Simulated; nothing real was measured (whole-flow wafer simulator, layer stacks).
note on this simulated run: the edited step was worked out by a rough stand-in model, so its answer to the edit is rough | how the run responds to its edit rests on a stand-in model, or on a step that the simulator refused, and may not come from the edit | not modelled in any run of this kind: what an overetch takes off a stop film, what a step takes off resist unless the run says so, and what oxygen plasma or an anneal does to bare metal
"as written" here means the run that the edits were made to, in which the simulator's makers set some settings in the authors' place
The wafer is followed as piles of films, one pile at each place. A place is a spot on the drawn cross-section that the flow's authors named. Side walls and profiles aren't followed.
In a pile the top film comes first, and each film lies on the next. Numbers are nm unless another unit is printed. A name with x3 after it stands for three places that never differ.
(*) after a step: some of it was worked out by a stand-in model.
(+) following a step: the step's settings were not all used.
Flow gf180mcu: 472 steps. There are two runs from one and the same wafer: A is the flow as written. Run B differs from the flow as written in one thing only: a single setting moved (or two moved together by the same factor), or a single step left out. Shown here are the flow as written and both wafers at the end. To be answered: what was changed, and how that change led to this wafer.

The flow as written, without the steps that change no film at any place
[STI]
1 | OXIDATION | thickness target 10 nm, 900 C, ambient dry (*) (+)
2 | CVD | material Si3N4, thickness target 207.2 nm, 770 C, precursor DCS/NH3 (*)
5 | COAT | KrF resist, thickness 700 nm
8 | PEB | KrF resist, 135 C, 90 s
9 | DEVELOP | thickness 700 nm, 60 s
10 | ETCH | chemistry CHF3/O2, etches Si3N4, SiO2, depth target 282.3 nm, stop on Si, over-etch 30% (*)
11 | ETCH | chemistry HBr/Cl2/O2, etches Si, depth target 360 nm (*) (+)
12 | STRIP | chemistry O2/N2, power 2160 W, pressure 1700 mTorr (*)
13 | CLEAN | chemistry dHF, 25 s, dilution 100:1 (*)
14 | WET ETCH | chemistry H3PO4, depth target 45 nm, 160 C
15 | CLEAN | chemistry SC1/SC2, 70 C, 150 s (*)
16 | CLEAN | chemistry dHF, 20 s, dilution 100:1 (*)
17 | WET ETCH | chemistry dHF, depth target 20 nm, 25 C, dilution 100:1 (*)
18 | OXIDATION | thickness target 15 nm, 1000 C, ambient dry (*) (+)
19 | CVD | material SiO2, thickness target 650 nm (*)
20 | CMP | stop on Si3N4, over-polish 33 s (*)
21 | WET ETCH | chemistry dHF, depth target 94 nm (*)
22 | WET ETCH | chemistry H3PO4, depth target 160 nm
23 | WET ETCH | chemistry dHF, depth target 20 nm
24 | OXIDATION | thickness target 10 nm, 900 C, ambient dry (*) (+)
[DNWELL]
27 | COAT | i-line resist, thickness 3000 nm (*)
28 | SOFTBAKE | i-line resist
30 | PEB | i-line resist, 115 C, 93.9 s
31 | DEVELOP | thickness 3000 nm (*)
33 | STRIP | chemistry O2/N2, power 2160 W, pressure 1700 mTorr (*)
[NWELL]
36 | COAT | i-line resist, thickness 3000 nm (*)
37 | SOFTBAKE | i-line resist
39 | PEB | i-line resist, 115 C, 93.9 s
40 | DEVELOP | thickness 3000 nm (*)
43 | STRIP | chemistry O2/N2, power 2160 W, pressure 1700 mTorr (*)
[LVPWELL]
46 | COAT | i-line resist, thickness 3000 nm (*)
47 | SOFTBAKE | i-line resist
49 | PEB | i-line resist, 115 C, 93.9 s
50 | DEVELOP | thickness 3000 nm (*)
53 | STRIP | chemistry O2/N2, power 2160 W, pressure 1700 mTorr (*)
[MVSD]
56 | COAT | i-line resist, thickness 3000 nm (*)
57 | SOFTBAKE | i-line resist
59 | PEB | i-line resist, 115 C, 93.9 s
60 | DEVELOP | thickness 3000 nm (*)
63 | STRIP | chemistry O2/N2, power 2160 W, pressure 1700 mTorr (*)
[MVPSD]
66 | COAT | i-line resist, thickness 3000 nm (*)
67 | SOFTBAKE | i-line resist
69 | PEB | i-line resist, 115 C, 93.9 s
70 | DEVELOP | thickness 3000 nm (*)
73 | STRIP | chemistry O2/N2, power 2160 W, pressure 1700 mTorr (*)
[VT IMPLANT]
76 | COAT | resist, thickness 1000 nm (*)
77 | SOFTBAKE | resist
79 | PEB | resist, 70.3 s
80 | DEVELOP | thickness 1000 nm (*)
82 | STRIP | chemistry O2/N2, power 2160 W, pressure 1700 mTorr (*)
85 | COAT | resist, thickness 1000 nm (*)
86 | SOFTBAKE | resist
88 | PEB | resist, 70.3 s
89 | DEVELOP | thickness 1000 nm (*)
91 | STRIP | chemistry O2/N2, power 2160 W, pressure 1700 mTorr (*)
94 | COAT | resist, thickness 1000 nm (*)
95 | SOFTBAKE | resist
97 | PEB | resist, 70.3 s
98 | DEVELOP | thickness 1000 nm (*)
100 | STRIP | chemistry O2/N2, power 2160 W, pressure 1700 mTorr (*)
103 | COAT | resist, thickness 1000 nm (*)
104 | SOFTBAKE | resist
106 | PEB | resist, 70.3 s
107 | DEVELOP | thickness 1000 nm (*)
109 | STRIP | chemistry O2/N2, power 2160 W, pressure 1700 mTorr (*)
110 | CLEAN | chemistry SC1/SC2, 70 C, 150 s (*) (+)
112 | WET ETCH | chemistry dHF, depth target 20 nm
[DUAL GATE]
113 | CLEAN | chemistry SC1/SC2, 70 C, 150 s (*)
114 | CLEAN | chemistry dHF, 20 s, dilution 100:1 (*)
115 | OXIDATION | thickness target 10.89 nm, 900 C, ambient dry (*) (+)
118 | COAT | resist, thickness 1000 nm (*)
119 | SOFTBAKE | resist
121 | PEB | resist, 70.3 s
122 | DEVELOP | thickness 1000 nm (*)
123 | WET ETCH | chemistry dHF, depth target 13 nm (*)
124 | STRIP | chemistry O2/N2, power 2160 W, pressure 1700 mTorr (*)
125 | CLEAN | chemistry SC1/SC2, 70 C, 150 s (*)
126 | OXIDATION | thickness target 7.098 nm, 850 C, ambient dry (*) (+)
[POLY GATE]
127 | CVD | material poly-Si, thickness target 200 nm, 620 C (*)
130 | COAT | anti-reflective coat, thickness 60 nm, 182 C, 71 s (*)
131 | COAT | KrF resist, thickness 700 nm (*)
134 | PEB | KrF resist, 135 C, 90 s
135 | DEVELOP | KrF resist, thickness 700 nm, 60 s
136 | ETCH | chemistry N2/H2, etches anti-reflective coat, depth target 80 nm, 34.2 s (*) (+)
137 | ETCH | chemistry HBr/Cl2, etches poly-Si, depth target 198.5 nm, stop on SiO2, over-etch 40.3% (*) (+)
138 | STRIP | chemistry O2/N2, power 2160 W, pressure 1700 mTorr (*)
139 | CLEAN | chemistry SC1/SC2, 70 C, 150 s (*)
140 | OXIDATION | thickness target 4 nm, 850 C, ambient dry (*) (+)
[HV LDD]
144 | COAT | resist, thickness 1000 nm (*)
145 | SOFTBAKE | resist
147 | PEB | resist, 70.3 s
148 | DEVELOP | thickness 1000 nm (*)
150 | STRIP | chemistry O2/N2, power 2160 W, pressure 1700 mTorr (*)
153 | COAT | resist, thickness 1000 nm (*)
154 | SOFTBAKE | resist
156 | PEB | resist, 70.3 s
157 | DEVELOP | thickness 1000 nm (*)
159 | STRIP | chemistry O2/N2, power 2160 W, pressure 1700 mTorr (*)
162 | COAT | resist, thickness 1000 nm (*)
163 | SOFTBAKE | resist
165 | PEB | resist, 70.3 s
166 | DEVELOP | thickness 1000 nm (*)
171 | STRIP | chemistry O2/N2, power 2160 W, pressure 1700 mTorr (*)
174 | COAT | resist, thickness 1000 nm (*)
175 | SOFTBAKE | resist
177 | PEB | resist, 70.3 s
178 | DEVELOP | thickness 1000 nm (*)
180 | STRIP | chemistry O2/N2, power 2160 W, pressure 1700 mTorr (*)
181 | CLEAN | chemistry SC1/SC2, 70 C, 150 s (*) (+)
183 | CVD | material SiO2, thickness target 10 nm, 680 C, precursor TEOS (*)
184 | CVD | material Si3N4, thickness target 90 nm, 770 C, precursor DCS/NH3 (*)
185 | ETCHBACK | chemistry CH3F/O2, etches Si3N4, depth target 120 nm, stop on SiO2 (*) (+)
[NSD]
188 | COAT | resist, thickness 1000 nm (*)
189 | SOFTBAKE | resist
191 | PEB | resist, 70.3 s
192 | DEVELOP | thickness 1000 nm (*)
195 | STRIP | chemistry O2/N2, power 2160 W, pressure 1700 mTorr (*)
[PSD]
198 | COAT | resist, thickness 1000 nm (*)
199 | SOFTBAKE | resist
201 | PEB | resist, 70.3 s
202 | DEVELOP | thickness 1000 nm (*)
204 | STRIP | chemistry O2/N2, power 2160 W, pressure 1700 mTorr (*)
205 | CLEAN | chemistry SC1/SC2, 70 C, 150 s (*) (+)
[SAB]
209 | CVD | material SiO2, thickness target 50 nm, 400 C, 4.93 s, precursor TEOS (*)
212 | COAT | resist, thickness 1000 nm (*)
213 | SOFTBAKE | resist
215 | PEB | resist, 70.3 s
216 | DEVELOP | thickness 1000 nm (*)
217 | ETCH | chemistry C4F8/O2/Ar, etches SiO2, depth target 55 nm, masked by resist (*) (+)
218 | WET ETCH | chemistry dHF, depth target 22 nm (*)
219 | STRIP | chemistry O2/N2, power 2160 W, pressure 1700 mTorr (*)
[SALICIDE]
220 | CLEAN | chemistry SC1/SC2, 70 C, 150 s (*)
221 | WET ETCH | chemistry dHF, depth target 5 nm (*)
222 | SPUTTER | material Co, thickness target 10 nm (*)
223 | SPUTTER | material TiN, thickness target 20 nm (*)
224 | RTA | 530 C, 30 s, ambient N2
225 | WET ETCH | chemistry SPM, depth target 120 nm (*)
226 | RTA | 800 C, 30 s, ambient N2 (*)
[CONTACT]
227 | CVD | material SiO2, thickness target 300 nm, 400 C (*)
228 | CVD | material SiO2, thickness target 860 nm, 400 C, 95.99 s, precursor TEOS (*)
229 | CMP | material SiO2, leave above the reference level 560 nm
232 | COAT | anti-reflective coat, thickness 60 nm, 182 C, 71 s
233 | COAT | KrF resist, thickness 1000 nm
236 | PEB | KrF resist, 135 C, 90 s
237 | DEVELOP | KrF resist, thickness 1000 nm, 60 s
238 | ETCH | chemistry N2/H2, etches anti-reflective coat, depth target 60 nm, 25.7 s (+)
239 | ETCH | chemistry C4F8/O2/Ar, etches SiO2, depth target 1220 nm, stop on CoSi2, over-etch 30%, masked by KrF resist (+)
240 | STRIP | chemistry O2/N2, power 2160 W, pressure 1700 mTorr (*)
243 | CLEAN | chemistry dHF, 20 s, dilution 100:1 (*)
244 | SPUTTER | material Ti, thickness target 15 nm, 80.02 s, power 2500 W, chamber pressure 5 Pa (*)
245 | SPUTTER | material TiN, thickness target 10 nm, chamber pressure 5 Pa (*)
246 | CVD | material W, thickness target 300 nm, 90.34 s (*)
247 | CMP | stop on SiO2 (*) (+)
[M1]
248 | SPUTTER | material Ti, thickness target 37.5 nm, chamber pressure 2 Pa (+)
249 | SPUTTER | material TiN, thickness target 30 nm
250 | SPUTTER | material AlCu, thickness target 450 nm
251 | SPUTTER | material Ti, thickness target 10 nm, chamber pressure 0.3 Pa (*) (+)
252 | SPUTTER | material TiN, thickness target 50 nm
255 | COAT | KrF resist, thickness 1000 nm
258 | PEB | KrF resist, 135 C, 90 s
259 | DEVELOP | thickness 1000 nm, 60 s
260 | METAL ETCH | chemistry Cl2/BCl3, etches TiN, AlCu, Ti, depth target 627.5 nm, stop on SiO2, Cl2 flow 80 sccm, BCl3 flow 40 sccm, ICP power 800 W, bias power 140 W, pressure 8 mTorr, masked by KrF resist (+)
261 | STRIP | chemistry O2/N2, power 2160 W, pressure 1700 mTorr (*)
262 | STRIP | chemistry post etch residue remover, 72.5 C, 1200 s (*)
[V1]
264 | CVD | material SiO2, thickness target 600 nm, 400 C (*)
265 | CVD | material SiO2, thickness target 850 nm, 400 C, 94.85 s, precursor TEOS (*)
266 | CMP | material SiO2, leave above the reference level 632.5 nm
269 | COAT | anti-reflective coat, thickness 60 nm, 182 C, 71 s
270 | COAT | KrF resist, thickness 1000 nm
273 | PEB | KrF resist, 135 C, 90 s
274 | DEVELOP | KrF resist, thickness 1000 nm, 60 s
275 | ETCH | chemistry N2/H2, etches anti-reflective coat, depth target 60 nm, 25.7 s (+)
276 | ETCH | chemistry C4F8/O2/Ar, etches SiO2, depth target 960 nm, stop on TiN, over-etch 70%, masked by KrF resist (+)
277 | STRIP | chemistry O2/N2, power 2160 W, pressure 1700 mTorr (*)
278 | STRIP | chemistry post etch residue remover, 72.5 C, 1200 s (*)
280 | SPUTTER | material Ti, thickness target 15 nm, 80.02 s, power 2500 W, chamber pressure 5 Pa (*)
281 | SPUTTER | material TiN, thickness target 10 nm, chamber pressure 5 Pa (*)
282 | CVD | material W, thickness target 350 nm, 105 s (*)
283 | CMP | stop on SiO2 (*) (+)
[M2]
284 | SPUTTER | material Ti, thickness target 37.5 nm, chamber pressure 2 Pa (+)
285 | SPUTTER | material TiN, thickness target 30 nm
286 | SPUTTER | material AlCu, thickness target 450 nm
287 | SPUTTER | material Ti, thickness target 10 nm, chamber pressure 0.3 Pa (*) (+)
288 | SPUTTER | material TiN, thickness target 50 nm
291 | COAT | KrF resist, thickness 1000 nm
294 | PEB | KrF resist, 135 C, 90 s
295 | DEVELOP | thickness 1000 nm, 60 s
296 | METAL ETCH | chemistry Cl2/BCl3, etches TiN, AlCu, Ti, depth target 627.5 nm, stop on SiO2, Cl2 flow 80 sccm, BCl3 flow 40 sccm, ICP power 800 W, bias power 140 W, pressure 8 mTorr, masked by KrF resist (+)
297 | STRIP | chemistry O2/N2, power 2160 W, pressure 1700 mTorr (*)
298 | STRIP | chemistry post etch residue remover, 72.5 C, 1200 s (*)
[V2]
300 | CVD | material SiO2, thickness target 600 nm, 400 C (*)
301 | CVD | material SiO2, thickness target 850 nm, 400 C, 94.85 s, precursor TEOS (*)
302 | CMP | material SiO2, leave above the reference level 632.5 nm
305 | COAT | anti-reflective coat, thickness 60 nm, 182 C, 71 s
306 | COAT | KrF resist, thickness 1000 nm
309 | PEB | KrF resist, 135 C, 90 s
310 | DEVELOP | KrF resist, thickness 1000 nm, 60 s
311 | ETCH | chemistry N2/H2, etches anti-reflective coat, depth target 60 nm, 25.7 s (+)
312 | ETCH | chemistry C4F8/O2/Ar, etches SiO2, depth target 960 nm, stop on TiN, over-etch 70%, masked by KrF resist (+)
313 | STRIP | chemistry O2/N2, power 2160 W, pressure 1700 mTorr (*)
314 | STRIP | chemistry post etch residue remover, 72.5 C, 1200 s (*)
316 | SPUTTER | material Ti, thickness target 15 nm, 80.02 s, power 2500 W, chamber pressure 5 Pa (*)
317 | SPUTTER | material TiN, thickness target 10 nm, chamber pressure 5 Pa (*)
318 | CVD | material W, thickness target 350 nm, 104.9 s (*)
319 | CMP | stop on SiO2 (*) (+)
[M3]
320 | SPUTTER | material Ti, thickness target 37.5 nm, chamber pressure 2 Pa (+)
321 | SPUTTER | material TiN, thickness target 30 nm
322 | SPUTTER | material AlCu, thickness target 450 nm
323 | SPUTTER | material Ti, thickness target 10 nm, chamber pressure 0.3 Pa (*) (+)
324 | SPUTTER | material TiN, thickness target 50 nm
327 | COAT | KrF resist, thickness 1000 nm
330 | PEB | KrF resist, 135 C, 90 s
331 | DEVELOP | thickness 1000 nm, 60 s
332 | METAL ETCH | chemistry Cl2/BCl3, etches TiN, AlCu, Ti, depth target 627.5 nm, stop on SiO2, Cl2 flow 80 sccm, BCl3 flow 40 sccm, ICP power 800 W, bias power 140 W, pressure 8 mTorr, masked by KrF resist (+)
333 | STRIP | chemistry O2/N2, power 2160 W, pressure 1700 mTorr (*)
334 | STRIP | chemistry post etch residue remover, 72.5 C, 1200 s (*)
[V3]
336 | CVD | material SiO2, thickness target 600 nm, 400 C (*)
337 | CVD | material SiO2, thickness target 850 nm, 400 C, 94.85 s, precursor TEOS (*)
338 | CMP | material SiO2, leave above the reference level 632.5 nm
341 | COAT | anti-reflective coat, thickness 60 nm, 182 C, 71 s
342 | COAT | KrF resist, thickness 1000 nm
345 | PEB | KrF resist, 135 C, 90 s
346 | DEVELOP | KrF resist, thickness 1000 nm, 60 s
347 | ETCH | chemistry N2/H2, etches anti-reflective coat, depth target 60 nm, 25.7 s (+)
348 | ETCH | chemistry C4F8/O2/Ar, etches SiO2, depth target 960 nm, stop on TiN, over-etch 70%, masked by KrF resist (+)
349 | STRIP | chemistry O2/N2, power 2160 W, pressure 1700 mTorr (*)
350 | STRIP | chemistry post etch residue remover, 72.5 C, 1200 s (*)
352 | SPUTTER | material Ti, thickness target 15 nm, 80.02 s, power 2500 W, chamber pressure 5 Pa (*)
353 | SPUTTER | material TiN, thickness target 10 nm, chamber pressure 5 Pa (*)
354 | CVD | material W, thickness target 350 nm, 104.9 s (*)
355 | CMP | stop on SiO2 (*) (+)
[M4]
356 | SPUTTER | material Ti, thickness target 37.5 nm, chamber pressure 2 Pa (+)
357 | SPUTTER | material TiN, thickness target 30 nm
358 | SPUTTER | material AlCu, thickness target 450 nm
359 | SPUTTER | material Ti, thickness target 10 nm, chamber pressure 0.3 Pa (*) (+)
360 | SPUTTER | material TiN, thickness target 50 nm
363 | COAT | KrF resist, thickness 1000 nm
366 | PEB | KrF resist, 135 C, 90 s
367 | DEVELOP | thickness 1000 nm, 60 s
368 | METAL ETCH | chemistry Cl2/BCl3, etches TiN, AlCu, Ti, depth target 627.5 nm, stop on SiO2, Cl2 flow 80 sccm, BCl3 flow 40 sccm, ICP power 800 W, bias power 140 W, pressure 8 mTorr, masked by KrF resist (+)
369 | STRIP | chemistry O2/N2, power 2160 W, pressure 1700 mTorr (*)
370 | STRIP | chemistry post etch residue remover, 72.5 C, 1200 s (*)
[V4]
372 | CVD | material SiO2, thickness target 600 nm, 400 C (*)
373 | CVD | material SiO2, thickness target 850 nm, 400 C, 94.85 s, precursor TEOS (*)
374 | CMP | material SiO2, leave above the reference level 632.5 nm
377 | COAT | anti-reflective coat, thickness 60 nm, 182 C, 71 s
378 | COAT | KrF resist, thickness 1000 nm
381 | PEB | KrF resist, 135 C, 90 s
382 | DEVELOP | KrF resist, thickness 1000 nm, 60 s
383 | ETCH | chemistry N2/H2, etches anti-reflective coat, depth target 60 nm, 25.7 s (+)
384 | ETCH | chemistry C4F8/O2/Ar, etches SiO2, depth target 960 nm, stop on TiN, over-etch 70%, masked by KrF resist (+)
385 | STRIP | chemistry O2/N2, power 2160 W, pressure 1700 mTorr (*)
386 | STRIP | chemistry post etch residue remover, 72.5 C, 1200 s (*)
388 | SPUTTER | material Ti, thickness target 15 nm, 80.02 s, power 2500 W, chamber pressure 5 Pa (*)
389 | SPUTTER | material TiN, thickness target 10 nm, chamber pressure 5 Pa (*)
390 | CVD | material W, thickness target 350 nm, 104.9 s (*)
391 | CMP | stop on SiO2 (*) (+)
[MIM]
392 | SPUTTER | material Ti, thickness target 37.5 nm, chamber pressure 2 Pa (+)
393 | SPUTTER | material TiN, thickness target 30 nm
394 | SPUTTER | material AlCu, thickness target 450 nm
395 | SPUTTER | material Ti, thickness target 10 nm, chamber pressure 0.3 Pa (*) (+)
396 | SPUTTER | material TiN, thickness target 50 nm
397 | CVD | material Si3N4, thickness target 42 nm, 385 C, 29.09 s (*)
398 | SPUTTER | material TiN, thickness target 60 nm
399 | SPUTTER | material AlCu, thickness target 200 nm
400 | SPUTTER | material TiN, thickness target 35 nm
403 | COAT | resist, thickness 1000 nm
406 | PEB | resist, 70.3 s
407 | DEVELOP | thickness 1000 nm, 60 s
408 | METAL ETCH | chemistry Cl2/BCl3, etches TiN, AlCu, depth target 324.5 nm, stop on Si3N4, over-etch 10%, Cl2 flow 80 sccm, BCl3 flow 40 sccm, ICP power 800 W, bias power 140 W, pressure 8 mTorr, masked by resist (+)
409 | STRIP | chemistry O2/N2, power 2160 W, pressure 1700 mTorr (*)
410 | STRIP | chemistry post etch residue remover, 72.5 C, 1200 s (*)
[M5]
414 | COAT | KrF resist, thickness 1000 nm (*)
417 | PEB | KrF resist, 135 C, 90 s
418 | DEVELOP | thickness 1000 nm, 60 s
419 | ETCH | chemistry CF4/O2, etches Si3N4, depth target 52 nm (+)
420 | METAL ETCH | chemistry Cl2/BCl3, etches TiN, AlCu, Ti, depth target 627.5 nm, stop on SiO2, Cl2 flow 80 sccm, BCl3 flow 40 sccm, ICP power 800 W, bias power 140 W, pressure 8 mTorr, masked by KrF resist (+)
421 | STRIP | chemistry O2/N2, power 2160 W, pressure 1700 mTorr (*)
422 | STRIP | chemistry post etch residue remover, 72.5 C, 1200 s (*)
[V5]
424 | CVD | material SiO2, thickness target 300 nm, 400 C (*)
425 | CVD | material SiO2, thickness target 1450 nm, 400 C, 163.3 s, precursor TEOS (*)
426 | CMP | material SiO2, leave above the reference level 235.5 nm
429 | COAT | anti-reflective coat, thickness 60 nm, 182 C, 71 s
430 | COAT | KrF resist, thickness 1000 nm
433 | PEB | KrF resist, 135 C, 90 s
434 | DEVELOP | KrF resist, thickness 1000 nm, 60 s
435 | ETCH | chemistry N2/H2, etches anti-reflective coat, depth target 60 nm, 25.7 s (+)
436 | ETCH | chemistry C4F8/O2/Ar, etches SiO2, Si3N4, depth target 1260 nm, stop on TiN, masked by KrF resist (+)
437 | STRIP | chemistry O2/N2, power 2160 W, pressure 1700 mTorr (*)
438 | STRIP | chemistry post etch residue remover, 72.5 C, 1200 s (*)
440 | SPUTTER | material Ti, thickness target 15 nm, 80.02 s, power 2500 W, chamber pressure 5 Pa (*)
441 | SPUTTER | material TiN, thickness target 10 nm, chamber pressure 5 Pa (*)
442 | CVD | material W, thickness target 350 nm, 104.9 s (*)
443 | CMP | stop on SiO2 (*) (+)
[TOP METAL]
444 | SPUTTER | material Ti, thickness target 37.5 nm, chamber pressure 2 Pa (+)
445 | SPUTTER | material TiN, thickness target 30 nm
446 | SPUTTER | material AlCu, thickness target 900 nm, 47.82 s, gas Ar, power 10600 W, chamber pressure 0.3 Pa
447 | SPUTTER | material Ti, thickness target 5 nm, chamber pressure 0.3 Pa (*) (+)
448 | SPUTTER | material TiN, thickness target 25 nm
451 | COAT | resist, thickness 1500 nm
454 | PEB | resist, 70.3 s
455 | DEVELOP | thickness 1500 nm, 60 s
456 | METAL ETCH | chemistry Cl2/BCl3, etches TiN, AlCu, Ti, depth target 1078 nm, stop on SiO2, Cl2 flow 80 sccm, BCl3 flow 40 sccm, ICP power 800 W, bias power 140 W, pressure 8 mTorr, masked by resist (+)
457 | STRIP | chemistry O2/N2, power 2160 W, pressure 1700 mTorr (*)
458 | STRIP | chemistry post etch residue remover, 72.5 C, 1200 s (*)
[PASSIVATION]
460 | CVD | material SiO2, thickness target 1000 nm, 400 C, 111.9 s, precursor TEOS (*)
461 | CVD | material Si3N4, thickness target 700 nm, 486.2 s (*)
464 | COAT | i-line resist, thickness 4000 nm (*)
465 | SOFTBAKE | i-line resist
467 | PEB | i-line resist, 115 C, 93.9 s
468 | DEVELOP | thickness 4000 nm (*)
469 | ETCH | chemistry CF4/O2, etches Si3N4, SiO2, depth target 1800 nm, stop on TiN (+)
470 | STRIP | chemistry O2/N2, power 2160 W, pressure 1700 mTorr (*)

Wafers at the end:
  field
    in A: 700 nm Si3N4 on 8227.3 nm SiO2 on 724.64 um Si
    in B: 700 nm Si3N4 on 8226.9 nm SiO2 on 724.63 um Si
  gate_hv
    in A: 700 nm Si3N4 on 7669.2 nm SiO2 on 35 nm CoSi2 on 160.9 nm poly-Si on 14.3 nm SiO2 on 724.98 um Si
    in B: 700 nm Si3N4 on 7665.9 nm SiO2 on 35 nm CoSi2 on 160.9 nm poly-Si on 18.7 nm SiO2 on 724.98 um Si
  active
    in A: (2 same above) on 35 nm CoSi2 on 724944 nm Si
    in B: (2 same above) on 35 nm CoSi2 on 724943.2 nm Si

The reason: step 115, OXIDATION: thickness target 15.79 nm was run, whereas the flow has thickness target 10.89 nm.

Step by step, how the change led to this:
  115 | OXIDATION | thickness target 10.89 nm, 900 C, ambient dry (*) (+)
      active, n_well, p_well and 40 more: A +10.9 SiO2 (new film), -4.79 Si | B +15.8 SiO2 (new film), -6.95 Si
      sti, mim_1p0, pad and 21 more: A +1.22 SiO2, -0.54 Si | B +2.2 SiO2, -0.97 Si
      (also at 25 further places)
  123 | WET ETCH | chemistry dHF, depth target 13 nm (*)
      active, n_well, p_well and 12 more: A -10.9 SiO2 (all of it) | B -13 SiO2
  124 | STRIP | chemistry O2/N2, power 2160 W, pressure 1700 mTorr (*)
      active, n_well, p_well and 12 more: A +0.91 chemical SiO2 (new film), -0.4 Si | B nothing
  126 | OXIDATION | thickness target 7.098 nm, 850 C, ambient dry (*) (+)
      active, n_well, p_well and 12 more: A +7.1 SiO2 (new film), -0.76 chemical SiO2 (all of it), -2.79 Si | B +4.65 SiO2, -2.05 Si
  130 | COAT | anti-reflective coat, thickness 60 nm, 182 C, 71 s (*)
      p_well, spacer, sd_n: A +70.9 anti-reflective coat (new film) | B +72.7 anti-reflective coat (new film)
      ld_fp_p, ld_drift_p: A +47.8 anti-reflective coat (new film) | B +48.9 anti-reflective coat (new film)
      (also at 5 further places)
  136 | ETCH | chemistry N2/H2, etches anti-reflective coat, depth target 80 nm, 34.2 s (*) (+)
      p_well, spacer, sd_n: A -70.9 anti-reflective coat (all of it), -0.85 poly-Si | B -72.7 anti-reflective coat (all of it), -0.8 poly-Si
      ldn_dft, ldp_dft: A -48.7 anti-reflective coat (all of it), -1.42 poly-Si | B -49.8 anti-reflective coat (all of it), -1.39 poly-Si
      (also at 2 further places)
  138 | STRIP | chemistry O2/N2, power 2160 W, pressure 1700 mTorr (*)
      ld_fp_p: A +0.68 chemical SiO2 (new film), -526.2 KrF resist (all of it), -47.8 anti-reflective coat (all of it), -0.3 poly-Si | B +0.68 chemical SiO2 (new film), -526 KrF resist (all of it), -48.9 anti-reflective coat (all of it), -0.3 poly-Si
      ldn_fp: A +0.68 chemical SiO2 (new film), -530.2 KrF resist (all of it), -48.5 anti-reflective coat (all of it), -0.3 poly-Si | B +0.68 chemical SiO2 (new film), -530 KrF resist (all of it), -49.6 anti-reflective coat (all of it), -0.3 poly-Si
      (also at 1 further place)
  189 | SOFTBAKE | resist
      field__w9: A +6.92 resist | B -3.08 resist
      active_nat: A +5.49 resist | B +9.33 resist
  199 | SOFTBAKE | resist
      field__w9: A +6.92 resist | B -3.08 resist
      active_nat: A +5.49 resist | B +9.33 resist
  218 | WET ETCH | chemistry dHF, depth target 22 nm (*)
      ldn_tap, ldn_src, ldn_drn, ldp_tap, ldp_src, ldp_drn, ldp_gr: A -16 SiO2 (all of it) | B -20.3 SiO2 (all of it)
      ld_drn_n, ld_sd_p: A -14.8 SiO2 (all of it) | B -19.1 SiO2 (all of it)
      (also at 5 further places)
